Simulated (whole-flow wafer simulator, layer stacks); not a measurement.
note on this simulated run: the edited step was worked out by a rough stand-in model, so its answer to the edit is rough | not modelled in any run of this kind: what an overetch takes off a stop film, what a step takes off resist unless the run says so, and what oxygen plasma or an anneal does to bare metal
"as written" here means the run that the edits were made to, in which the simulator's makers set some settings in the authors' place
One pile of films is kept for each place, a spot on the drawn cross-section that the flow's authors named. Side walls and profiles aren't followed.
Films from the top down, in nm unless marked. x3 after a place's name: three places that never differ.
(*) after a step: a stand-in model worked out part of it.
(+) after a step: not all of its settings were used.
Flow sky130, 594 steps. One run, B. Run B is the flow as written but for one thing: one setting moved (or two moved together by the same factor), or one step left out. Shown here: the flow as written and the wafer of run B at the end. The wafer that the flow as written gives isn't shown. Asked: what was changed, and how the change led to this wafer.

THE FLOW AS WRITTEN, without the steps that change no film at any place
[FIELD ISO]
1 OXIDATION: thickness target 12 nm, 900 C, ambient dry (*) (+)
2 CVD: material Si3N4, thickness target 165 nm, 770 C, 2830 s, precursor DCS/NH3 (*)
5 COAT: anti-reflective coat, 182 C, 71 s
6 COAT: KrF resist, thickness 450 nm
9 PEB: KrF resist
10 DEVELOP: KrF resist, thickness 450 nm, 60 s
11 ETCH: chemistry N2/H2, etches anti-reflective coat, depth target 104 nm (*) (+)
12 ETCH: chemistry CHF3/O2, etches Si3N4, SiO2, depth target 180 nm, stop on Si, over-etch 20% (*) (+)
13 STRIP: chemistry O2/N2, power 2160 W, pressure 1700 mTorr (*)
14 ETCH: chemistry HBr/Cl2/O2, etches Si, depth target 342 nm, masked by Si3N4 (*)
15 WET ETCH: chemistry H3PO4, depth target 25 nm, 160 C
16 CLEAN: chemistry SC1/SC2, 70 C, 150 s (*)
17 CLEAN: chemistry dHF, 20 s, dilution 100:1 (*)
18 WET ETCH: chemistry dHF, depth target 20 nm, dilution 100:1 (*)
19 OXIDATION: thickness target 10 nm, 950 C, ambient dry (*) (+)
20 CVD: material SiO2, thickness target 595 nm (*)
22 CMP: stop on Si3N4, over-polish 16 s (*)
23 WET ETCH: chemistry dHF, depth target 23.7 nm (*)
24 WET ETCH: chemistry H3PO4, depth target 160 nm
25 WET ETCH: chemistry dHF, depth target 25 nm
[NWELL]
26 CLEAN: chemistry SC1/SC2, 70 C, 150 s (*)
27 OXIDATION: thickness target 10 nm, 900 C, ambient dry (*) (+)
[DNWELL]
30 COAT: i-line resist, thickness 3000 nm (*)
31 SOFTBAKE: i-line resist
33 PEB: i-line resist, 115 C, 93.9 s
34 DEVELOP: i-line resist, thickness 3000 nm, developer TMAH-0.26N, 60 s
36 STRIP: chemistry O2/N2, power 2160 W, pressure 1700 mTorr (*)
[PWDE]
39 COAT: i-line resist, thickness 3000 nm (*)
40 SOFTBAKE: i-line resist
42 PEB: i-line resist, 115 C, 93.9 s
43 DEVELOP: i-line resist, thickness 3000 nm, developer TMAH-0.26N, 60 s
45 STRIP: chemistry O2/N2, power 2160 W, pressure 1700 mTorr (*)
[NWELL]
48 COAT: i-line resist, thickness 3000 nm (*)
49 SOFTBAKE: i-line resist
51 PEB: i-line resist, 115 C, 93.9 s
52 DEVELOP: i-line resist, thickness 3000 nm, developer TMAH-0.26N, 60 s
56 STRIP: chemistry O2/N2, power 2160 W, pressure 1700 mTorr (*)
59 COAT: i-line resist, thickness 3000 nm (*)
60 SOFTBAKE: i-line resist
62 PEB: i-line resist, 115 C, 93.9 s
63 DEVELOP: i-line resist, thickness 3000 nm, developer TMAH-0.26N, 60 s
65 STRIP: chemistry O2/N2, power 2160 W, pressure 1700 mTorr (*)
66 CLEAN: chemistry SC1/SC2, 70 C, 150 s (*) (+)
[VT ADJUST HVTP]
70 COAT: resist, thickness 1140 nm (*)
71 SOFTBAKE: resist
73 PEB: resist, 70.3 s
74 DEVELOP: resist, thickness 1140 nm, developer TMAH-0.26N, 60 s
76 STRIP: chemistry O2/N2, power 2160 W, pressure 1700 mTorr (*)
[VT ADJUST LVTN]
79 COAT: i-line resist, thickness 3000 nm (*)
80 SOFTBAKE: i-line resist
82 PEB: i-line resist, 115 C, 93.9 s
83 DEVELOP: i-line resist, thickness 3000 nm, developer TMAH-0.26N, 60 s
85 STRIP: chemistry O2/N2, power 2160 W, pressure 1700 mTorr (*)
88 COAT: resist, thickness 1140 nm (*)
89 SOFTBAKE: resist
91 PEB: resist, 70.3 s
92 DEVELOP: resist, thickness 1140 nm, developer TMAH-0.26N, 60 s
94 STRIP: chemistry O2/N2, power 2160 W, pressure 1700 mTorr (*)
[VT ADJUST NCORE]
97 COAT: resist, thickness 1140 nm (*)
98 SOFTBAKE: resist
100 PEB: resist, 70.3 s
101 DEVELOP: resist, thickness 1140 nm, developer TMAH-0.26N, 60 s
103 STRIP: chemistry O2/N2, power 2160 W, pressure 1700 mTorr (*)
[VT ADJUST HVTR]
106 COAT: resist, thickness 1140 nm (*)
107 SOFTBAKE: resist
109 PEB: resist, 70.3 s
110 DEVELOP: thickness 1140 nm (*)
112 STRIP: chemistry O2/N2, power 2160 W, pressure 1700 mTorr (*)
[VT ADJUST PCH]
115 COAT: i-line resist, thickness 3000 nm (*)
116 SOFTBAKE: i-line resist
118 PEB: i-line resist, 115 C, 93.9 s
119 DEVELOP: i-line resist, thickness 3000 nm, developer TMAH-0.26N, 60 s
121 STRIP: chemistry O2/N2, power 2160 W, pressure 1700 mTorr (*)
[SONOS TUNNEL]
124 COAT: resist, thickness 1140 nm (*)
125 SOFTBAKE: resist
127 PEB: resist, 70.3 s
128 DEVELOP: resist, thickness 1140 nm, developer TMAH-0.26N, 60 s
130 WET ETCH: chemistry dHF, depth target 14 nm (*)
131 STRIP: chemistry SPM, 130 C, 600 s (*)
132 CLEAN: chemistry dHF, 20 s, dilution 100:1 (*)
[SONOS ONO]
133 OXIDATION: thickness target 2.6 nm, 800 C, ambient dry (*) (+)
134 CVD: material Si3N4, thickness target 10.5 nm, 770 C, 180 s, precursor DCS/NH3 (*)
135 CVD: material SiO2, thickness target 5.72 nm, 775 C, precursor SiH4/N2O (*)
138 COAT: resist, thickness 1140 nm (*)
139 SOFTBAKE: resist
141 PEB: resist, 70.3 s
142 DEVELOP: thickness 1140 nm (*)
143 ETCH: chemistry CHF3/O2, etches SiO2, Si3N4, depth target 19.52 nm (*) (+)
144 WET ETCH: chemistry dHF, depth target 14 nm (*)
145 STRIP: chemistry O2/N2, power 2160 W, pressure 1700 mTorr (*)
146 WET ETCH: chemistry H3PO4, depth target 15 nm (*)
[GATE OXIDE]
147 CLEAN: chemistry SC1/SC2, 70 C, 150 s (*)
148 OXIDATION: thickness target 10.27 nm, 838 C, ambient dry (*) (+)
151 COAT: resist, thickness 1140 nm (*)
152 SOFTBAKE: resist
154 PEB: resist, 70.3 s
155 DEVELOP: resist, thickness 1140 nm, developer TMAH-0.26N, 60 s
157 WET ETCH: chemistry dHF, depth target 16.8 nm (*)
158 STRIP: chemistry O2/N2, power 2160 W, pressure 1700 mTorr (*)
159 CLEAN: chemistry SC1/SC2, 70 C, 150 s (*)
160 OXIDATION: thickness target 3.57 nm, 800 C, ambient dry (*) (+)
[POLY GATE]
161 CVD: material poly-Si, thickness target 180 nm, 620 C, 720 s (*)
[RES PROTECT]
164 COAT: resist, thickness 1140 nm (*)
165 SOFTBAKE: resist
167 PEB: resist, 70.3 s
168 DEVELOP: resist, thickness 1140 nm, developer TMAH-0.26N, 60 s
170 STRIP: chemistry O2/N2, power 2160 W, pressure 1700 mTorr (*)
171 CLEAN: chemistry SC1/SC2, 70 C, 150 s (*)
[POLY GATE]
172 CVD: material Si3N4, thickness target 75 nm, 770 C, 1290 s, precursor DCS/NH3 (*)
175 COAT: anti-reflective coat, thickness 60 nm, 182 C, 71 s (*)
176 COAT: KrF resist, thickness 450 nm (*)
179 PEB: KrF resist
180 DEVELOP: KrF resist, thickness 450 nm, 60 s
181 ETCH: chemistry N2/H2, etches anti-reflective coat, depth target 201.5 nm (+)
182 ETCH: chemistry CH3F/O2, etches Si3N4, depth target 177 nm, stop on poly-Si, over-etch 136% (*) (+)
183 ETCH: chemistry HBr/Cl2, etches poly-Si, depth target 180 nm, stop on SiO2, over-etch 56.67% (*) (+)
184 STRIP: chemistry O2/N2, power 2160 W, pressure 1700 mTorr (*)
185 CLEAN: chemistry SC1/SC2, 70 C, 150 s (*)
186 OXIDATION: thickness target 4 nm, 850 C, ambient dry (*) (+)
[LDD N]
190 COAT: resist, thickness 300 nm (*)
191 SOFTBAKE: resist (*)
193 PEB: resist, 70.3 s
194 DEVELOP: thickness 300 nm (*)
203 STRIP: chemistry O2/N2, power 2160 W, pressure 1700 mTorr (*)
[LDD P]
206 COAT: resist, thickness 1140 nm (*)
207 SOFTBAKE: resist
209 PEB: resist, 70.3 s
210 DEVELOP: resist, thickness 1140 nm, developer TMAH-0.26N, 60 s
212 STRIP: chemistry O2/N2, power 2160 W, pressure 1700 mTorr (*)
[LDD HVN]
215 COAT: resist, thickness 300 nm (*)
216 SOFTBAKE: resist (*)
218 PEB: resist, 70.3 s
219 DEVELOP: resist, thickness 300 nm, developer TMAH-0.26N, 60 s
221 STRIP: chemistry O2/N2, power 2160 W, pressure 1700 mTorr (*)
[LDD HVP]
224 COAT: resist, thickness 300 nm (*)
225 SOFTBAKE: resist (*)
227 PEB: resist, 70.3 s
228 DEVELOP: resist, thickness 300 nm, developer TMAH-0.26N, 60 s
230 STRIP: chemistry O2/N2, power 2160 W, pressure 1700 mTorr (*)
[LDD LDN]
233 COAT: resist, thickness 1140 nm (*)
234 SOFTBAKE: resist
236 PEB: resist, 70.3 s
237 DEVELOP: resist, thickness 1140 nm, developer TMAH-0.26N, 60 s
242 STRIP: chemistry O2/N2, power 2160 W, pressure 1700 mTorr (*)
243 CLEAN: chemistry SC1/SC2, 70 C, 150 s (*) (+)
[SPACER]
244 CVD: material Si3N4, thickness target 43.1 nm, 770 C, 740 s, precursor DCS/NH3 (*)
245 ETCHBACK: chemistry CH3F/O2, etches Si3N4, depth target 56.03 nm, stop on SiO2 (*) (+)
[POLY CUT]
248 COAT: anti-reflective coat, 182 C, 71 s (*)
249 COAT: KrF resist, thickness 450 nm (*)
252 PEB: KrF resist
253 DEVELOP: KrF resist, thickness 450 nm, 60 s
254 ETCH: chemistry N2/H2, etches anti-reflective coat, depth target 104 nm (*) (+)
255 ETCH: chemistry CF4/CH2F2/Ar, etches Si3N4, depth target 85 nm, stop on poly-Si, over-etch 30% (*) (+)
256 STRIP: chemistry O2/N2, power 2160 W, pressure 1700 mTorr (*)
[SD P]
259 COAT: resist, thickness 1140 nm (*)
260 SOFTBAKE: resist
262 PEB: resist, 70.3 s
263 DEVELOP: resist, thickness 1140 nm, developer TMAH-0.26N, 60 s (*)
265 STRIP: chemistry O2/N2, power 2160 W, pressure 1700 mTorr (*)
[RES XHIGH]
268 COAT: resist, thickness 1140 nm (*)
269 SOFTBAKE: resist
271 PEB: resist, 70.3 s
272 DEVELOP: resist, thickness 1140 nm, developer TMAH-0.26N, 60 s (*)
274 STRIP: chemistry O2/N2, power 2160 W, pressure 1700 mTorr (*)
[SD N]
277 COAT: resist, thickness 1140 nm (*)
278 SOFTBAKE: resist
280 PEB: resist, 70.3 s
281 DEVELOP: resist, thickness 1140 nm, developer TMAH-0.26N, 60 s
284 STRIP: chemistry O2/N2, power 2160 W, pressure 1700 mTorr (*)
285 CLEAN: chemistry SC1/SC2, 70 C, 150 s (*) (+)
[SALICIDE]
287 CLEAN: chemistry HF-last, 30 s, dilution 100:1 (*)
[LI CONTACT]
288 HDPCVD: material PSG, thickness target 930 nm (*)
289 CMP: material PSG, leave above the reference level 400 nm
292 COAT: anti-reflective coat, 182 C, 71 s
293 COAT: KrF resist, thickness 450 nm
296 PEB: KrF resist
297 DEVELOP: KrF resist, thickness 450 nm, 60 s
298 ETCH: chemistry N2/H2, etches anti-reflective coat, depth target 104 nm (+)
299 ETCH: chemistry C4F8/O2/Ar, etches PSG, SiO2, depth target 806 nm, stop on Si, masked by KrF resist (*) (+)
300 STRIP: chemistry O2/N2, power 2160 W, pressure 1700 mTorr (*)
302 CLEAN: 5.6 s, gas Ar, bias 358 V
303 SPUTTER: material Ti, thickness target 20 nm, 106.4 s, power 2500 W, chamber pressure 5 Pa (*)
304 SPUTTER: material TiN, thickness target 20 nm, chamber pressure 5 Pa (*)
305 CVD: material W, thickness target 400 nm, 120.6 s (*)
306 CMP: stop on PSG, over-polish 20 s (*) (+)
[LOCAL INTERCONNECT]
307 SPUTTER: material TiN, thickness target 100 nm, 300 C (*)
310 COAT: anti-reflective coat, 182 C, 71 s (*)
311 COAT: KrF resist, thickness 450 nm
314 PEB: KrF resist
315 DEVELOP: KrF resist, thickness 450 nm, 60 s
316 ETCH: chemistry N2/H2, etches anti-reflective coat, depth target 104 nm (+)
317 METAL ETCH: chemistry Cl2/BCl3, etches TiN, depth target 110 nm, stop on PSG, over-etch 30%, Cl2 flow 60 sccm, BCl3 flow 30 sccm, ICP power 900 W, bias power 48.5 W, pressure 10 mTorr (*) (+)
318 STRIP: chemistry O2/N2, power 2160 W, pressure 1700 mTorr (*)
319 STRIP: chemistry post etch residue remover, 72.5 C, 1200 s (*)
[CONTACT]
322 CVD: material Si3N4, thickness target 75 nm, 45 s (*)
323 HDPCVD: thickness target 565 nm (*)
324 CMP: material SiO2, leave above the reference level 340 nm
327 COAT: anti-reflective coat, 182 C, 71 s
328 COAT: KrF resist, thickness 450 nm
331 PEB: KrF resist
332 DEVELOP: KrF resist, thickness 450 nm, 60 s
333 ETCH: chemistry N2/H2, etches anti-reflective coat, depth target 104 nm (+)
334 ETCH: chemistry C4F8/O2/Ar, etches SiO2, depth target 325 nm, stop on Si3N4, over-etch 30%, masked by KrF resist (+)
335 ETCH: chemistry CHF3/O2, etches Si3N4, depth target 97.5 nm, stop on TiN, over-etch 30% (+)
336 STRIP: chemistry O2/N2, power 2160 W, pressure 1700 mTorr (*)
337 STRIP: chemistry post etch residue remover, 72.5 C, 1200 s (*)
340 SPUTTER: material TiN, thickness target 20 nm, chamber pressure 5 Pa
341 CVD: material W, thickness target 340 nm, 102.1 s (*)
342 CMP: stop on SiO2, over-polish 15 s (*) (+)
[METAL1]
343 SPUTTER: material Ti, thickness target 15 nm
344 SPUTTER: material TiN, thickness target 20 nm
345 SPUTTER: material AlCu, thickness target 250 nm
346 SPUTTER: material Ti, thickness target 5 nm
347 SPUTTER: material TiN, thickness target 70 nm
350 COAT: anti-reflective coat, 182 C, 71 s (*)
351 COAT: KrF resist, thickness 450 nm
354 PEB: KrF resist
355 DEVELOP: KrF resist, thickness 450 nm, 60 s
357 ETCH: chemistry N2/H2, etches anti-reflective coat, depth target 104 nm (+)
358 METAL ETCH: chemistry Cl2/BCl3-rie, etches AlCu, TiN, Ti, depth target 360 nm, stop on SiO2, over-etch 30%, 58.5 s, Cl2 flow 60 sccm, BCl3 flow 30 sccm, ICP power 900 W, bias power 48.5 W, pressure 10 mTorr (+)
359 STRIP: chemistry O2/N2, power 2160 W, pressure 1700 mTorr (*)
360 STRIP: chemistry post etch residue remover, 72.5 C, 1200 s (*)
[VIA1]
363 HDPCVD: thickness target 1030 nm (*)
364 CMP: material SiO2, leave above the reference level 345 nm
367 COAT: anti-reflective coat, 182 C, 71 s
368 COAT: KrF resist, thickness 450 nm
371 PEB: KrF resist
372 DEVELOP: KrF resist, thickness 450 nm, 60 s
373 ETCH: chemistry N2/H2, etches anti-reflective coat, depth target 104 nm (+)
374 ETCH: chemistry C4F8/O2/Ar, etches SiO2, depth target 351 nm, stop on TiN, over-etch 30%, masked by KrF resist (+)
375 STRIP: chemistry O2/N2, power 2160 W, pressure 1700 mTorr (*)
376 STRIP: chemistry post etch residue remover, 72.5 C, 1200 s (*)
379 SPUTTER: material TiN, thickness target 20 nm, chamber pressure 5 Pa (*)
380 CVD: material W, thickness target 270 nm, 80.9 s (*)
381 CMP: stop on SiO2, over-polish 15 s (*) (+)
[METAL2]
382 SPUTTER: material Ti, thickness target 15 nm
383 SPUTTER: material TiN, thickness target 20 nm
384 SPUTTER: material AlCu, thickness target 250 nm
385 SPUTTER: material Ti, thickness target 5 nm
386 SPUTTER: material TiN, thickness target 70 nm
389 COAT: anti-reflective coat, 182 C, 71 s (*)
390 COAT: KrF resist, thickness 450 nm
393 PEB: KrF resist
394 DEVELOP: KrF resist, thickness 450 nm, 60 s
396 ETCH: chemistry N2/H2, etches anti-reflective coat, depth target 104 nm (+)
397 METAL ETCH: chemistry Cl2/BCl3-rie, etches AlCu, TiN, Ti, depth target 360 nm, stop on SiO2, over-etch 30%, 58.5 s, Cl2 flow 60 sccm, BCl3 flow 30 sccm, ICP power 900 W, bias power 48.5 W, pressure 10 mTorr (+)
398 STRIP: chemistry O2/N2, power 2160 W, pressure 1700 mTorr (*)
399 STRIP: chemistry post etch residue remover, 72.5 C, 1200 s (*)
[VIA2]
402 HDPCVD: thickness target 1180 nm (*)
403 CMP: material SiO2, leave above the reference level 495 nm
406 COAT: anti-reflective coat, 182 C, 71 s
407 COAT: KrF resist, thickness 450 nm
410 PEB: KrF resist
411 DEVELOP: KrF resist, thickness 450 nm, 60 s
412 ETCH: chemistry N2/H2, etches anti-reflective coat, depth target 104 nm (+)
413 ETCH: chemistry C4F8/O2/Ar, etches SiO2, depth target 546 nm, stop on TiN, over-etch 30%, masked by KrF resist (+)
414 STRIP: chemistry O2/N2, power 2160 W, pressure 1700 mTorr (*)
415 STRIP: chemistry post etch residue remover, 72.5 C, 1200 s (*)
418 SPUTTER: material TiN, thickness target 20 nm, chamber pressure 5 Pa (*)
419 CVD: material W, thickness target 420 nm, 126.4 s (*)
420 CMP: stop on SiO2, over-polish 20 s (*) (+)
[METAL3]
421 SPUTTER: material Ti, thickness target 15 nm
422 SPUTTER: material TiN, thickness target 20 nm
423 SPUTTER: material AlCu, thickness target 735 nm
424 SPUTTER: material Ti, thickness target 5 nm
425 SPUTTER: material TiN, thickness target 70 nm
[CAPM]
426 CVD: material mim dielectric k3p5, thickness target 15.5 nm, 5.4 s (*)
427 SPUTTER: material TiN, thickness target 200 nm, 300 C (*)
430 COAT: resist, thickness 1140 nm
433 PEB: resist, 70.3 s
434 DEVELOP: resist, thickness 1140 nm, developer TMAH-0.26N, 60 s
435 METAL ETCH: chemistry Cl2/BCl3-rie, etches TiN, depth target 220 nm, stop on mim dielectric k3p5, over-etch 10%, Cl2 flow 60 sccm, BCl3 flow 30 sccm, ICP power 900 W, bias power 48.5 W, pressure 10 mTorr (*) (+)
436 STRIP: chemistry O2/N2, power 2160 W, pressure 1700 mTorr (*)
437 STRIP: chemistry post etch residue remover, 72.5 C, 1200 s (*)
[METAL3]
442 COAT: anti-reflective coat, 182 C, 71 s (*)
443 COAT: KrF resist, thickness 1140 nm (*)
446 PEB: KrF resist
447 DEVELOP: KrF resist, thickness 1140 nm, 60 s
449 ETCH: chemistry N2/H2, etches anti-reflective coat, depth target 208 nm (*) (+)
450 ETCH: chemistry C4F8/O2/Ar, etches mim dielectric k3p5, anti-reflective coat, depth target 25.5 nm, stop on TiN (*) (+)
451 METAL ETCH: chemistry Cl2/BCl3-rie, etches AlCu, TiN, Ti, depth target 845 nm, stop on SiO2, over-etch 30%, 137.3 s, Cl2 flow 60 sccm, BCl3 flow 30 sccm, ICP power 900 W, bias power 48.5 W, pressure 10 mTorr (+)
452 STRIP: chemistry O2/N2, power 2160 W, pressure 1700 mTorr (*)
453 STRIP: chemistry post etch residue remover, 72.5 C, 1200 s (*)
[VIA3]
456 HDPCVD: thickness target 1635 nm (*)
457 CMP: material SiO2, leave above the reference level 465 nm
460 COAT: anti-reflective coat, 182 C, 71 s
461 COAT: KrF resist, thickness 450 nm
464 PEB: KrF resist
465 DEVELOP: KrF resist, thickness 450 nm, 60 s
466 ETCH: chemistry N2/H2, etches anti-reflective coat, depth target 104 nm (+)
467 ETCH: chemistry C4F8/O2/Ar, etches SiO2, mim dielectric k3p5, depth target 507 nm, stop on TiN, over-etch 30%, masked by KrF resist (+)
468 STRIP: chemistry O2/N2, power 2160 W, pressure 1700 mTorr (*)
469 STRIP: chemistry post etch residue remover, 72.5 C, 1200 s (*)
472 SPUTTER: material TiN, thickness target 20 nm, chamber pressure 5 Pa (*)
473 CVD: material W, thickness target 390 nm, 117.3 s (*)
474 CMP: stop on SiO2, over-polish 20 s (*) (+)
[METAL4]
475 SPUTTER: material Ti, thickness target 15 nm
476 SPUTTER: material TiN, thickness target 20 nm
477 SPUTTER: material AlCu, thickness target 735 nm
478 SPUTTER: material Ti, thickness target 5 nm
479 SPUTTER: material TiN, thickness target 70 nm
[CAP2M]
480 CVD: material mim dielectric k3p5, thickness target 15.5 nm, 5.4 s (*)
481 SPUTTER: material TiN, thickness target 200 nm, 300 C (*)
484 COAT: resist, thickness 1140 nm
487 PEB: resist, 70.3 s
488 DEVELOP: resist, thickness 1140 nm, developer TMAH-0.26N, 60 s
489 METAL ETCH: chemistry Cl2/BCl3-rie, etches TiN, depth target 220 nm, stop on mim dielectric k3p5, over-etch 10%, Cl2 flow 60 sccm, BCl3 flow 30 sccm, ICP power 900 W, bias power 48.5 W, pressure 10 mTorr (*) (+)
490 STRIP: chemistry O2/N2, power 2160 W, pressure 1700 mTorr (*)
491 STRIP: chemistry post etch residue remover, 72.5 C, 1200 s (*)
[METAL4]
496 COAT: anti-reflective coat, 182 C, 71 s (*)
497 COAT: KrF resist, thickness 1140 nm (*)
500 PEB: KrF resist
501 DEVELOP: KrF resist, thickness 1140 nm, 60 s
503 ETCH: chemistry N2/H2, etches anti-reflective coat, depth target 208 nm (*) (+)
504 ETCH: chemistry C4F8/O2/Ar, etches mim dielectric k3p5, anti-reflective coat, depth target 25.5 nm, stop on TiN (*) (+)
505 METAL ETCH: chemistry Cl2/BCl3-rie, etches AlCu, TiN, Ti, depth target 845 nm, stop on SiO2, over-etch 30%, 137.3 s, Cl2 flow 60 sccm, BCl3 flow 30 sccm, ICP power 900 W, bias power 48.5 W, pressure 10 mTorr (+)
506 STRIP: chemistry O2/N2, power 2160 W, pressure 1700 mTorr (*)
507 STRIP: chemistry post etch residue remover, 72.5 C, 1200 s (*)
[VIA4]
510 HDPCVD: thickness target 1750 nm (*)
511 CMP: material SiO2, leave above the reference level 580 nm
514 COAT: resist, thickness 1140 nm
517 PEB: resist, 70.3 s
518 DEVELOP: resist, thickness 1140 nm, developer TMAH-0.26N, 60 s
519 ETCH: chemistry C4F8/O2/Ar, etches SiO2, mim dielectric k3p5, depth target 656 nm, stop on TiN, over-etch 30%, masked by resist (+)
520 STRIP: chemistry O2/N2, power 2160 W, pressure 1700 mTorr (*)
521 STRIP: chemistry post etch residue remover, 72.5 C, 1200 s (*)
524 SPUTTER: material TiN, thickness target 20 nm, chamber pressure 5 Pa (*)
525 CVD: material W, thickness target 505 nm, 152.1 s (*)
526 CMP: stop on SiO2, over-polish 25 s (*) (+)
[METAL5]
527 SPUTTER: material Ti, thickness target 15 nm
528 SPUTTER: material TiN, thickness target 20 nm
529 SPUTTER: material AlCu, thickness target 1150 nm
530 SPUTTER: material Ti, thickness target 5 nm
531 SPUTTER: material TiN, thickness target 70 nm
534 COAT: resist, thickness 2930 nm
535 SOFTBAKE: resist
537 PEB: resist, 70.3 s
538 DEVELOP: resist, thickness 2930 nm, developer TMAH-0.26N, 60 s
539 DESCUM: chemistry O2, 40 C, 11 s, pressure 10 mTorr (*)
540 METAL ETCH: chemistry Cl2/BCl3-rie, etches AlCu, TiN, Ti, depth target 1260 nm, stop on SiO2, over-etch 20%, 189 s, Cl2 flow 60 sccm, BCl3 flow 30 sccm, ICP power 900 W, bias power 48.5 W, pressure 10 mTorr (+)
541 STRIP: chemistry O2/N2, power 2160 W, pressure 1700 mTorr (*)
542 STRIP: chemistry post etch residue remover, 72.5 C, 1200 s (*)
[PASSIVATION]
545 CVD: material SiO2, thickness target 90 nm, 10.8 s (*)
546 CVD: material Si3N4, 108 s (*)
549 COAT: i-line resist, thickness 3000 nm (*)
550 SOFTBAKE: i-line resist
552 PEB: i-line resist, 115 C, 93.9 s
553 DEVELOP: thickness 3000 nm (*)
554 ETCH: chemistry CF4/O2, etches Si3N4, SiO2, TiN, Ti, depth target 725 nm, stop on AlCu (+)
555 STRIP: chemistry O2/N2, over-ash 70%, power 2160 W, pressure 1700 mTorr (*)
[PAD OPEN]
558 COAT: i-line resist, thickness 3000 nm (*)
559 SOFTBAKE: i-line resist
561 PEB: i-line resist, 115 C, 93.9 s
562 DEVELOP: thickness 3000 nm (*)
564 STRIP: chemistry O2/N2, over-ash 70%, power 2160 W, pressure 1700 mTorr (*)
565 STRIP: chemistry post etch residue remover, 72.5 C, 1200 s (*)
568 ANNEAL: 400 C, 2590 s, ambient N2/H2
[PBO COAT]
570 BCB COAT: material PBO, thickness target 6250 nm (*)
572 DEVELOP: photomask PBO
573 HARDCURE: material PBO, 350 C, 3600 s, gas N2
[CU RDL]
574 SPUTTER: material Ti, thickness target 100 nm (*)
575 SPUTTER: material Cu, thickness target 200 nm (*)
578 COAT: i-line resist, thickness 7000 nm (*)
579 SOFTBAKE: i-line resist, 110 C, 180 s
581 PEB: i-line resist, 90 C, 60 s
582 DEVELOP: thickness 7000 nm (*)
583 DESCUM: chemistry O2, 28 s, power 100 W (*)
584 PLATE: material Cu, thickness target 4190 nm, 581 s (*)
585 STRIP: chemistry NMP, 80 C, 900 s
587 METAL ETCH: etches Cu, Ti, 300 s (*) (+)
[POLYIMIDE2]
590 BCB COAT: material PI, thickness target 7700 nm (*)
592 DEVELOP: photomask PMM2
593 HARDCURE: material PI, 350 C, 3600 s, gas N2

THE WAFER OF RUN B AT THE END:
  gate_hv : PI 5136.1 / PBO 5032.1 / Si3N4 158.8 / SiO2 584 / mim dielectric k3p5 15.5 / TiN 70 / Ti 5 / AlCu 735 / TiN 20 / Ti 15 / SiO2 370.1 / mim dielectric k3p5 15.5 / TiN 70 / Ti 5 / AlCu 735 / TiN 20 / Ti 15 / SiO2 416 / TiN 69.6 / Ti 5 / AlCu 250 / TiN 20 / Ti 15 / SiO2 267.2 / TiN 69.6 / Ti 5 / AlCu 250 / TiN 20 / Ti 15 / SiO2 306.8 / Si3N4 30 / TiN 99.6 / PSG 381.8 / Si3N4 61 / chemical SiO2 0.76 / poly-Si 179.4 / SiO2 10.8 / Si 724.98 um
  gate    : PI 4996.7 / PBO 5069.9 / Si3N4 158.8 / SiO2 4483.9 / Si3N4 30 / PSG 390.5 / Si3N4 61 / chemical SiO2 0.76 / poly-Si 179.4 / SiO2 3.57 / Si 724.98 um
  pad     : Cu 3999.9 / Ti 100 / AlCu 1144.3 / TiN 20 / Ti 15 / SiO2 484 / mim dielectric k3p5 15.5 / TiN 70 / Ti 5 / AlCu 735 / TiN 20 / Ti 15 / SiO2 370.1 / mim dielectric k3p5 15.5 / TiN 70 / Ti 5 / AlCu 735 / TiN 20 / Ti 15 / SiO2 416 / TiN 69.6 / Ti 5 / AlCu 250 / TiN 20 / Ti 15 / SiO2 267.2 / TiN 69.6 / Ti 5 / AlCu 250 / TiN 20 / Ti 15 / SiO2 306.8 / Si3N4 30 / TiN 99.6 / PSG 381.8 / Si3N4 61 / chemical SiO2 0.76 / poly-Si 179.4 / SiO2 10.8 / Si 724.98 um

The cause: step 322, CVD: thickness target 30 nm was run, where the flow has thickness target 75 nm; step 322, CVD: 18 s was run, where the flow has 45 s.
It can be read off the wafer: gate_hv has Si3N4 30, and step 322 as written asks for 75 nm.

How the change led to this, step by step:
  322 CVD: material Si3N4, thickness target 75 nm, 45 s (*)
      field, active, n_well and 188 more: Si3N4 +30 (new film) (as written it would be: Si3N4 +75 (new film))
  324 CMP: material SiO2, leave above the reference level 340 nm
      n_well, p_well, gate_hv and 93 more: SiO2 -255 (as written it would be: SiO2 -300)
      field, active, gate and 88 more: SiO2 -155.4 (as written it would be: SiO2 -200.4)
      (and at 4 more places)
  334 ETCH: chemistry C4F8/O2/Ar, etches SiO2, depth target 325 nm, stop on Si3N4, over-etch 30%, masked by KrF resist (+)
      poly_licon, ndiff_licon, ndiff_licon_cpp, rpo_hd_licon: SiO2 -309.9 (all of it) (as written it would be: SiO2 -264.9 (all of it))
  335 ETCH: chemistry CHF3/O2, etches Si3N4, depth target 97.5 nm, stop on TiN, over-etch 30% (+)
      field, active, n_well and 184 more: KrF resist -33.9 (as written it would be: KrF resist -84.8)
      poly_licon, ndiff_licon, ndiff_licon_cpp, rpo_hd_licon: Si3N4 -30 (all of it) (as written it would be: Si3N4 -75 (all of it))
  336 STRIP: chemistry O2/N2, power 2160 W, pressure 1700 mTorr (*)
      field, active, n_well and 184 more: KrF resist -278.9 (all of it), anti-reflective coat -80 (all of it) (as written it would be: KrF resist -228 (all of it), anti-reflective coat -80 (all of it))
